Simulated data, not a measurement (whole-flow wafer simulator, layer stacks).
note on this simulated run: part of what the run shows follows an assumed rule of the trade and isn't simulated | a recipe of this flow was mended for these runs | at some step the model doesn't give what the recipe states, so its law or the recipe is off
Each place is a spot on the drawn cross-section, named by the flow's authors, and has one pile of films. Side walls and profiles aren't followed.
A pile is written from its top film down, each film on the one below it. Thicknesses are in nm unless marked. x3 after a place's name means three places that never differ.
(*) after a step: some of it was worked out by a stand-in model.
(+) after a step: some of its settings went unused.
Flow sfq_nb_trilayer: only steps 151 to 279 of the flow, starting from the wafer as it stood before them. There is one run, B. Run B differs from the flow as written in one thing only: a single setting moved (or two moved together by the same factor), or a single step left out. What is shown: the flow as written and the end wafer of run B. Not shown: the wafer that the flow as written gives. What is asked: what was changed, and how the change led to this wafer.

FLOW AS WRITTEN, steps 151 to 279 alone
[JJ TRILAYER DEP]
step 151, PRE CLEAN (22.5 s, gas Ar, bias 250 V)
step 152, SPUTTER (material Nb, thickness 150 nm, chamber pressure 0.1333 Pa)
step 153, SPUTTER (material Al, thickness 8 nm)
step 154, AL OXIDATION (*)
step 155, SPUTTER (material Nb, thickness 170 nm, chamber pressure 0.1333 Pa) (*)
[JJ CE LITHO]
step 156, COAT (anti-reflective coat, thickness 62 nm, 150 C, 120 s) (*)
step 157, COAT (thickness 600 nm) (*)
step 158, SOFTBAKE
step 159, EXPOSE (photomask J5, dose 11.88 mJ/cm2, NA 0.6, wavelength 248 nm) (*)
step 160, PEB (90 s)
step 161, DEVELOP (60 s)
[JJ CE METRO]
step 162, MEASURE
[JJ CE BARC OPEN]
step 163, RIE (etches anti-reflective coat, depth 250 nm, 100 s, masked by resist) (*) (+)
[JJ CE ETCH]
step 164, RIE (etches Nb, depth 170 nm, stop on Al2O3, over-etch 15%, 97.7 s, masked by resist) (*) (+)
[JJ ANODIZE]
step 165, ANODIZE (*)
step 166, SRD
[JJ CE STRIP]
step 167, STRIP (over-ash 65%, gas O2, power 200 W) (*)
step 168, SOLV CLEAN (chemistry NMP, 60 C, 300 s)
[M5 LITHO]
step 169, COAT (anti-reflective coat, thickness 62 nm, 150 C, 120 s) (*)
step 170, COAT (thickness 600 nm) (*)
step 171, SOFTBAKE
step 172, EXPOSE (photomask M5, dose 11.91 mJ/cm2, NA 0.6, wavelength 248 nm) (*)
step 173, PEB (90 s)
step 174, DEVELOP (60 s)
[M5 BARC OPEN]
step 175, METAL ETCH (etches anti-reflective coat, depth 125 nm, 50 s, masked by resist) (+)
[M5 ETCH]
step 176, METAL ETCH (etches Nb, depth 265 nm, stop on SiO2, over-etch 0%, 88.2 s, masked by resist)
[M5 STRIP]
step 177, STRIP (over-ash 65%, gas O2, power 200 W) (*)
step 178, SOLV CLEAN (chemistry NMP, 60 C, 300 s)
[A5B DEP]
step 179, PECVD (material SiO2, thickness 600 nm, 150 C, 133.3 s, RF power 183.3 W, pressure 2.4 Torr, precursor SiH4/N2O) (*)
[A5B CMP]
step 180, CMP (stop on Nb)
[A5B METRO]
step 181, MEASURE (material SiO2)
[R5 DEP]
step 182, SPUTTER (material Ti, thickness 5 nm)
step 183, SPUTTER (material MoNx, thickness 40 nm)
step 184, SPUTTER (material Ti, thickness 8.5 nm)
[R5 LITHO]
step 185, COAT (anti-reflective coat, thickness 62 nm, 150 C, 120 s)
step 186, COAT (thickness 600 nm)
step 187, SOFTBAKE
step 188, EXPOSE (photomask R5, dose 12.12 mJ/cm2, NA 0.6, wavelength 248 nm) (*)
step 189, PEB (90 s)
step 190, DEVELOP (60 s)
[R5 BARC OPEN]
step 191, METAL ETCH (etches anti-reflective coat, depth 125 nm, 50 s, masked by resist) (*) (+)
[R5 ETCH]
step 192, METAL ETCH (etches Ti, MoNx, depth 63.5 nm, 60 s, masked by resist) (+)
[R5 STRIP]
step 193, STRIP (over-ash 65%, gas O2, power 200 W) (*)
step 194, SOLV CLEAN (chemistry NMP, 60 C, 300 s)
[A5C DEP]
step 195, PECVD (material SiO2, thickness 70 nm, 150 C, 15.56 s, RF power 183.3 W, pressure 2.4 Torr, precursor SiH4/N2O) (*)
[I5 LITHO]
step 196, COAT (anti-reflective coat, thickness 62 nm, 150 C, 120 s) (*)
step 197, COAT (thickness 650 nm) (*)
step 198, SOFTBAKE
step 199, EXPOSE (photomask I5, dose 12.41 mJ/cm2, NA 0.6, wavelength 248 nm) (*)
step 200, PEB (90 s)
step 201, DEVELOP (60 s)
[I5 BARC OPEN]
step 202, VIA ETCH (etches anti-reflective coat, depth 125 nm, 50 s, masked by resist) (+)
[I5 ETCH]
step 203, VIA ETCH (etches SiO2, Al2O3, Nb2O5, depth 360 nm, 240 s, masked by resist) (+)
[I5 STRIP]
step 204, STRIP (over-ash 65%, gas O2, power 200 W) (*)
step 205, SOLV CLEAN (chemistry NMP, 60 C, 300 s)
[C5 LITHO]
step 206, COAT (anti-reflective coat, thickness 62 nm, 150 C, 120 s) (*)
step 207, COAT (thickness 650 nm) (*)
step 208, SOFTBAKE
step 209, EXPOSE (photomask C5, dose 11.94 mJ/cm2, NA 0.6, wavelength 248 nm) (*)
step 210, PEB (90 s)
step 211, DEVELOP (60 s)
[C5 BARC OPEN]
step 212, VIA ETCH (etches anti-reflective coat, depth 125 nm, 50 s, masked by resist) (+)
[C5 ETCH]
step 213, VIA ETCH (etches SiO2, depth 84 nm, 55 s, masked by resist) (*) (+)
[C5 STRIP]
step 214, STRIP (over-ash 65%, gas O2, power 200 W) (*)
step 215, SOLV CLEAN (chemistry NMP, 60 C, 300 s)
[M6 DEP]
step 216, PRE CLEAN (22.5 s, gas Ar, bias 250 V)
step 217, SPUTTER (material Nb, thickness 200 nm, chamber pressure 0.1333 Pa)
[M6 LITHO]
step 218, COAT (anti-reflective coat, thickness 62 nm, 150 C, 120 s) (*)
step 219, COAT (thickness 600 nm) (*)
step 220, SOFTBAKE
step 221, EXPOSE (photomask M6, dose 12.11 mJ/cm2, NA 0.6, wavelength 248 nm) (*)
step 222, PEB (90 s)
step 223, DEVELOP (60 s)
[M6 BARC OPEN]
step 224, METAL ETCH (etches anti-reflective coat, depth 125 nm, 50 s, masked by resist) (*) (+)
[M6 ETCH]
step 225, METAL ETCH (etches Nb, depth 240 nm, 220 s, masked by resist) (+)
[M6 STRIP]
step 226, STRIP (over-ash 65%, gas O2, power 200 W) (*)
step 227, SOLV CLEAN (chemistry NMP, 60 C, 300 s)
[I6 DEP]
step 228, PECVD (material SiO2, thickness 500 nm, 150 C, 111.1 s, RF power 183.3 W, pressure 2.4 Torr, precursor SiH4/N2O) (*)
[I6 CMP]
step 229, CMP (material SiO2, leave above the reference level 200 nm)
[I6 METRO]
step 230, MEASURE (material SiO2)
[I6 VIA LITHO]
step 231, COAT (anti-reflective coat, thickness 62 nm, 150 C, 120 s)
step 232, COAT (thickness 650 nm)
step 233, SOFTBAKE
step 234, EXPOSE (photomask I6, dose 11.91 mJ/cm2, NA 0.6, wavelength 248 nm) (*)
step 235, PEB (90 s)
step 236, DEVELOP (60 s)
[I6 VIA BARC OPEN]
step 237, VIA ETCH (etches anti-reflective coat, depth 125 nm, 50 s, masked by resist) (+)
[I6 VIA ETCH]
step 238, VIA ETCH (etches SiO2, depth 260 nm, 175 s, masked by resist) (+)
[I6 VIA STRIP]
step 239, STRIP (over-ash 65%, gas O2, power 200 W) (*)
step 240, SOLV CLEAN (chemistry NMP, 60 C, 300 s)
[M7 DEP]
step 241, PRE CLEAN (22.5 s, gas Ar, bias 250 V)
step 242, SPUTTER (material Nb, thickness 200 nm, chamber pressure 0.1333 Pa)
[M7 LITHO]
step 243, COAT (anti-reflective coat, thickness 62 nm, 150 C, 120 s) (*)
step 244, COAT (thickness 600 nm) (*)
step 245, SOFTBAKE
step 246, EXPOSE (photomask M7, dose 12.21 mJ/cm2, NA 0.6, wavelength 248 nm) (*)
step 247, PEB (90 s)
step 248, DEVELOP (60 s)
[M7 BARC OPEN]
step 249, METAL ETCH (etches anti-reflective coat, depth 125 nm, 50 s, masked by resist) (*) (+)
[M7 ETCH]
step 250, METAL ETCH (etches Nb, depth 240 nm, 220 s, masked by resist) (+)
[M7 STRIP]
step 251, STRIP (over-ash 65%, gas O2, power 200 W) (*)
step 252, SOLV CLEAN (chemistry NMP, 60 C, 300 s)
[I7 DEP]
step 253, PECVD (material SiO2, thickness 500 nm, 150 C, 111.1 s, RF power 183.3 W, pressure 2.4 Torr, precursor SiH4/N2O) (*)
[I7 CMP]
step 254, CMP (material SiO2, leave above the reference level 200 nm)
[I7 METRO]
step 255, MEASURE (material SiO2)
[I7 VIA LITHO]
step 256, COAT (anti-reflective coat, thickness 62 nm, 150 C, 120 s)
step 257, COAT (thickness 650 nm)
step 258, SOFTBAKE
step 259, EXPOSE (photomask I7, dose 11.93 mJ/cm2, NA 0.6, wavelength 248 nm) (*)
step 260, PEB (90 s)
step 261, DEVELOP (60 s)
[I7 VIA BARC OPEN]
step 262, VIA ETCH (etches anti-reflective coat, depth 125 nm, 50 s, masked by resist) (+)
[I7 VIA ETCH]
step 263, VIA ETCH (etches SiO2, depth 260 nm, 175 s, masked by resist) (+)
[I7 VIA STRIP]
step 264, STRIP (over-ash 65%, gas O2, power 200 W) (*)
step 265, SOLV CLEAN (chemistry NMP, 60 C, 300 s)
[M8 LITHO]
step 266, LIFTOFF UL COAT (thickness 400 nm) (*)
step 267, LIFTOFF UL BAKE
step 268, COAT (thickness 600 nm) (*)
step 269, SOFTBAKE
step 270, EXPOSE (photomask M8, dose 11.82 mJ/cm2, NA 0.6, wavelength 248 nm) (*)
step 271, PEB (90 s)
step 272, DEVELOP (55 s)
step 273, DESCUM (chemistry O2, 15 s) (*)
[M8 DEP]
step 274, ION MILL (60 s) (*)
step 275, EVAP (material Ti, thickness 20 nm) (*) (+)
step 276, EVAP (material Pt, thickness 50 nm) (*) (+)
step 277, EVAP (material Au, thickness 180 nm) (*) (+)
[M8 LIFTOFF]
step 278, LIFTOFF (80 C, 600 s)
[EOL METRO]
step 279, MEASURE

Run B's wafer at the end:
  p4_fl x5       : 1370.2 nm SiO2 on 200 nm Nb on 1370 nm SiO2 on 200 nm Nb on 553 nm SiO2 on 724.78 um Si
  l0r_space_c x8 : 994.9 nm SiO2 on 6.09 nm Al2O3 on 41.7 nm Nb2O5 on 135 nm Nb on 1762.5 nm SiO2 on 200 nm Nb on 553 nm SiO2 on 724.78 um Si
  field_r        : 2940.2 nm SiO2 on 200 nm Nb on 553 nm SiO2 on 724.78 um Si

Cause: step 153, SPUTTER: thickness 4 nm was run, though the flow has thickness 8 nm.

Step by step, how the change led to this:
  step 153, SPUTTER (material Al, thickness 8 nm)
      field_l, v_sur, via_sp and 100 more: +4 Al (new film) (it would be, as written: +8 Al (new film))
      via_wl, via_wr: +2.56 Al (new film) (it would be, as written: +5.13 Al (new film))
      (and at 1 other place as well)
  step 156, COAT (anti-reflective coat, thickness 62 nm, 150 C, 120 s) (*)
      via_wl, via_wr: +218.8 anti-reflective coat (new film) (it would be, as written: +224.3 anti-reflective coat (new film))
      via_w: +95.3 anti-reflective coat (new film) (it would be, as written: +97.3 anti-reflective coat (new film))
  step 163, RIE (etches anti-reflective coat, depth 250 nm, 100 s, masked by resist) (*) (+)
      via_wl, via_wr: -218.8 anti-reflective coat (all of it) (it would be, as written: -224.3 anti-reflective coat (all of it))
      via_w: -95.3 anti-reflective coat (all of it) (it would be, as written: -97.3 anti-reflective coat (all of it))
  step 165, ANODIZE (*)
      field_l, v_sur, via_sp and 96 more: +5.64 Al2O3, +41.7 Nb2O5 (new film), -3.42 Al (all of it), -15 Nb (it would be, as written: +12.2 Al2O3, +29.9 Nb2O5 (new film), -7.42 Al (all of it), -10.8 Nb)
      via_wl, via_wr: +3.27 Al2O3 (new film), +46.8 Nb2O5 (new film), -1.98 Al (all of it), -16.8 Nb (it would be, as written: +7.51 Al2O3 (new film), +39.2 Nb2O5 (new film), -4.55 Al (all of it), -14.1 Nb)
      (and at 1 other place as well)
  step 169, COAT (anti-reflective coat, thickness 62 nm, 150 C, 120 s) (*)
      c5j: +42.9 anti-reflective coat (new film) (it would be, as written: +43.9 anti-reflective coat (new film))
      be_r: +54.5 anti-reflective coat (new film) (it would be, as written: +53.4 anti-reflective coat (new film))
  step 176, METAL ETCH (etches Nb, depth 265 nm, stop on SiO2, over-etch 0%, 88.2 s, masked by resist)
      field_l, res, field_r and 43 more: -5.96 Al2O3 (all of it), -41.7 Nb2O5 (all of it), -135 Nb (all of it), -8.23 SiO2 (it would be, as written: -12.6 Al2O3 (all of it), -29.9 Nb2O5 (all of it), -139.2 Nb (all of it), -8.33 SiO2)
      r_end, moat, wl_b_sl, wl_g_sl: -5.97 Al2O3 (all of it), -41.7 Nb2O5 (all of it), -135 Nb (all of it), -8.23 SiO2 (it would be, as written: -12.6 Al2O3 (all of it), -29.9 Nb2O5 (all of it), -139.2 Nb (all of it), -8.33 SiO2)
      (and at 3 other places as well)
  step 177, STRIP (over-ash 65%, gas O2, power 200 W) (*)
      c5j: -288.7 KrF-resist-other-grade (all of it), -42.9 anti-reflective coat (all of it) (it would be, as written: -284.5 KrF-resist-other-grade (all of it), -43.9 anti-reflective coat (all of it))
      be_r: -390.5 KrF-resist-other-grade (all of it), -54.5 anti-reflective coat (all of it) (it would be, as written: -391.9 KrF-resist-other-grade (all of it), -53.4 anti-reflective coat (all of it))
  step 180, CMP (stop on Nb)
      via_wl, via_wr: -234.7 SiO2 (it would be, as written: -230 SiO2)
      via_w: -234.4 SiO2 (it would be, as written: -229.6 SiO2)
  step 203, VIA ETCH (etches SiO2, Al2O3, Nb2O5, depth 360 nm, 240 s, masked by resist) (+)
      be: -209.6 SiO2 (all of it), -6.09 Al2O3 (all of it), -41.7 Nb2O5 (all of it), -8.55 Nb (it would be, as written: -214.5 SiO2 (all of it), -12.7 Al2O3 (all of it), -29.9 Nb2O5 (all of it), -8.57 Nb)
  step 218, COAT (anti-reflective coat, thickness 62 nm, 150 C, 120 s) (*)
      wire: +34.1 anti-reflective coat (new film) (it would be, as written: +33.4 anti-reflective coat (new film))
  step 226, STRIP (over-ash 65%, gas O2, power 200 W) (*)
      wire: -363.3 KrF-resist-other-grade (all of it), -34.1 anti-reflective coat (all of it) (it would be, as written: -363.9 KrF-resist-other-grade (all of it), -33.4 anti-reflective coat (all of it))
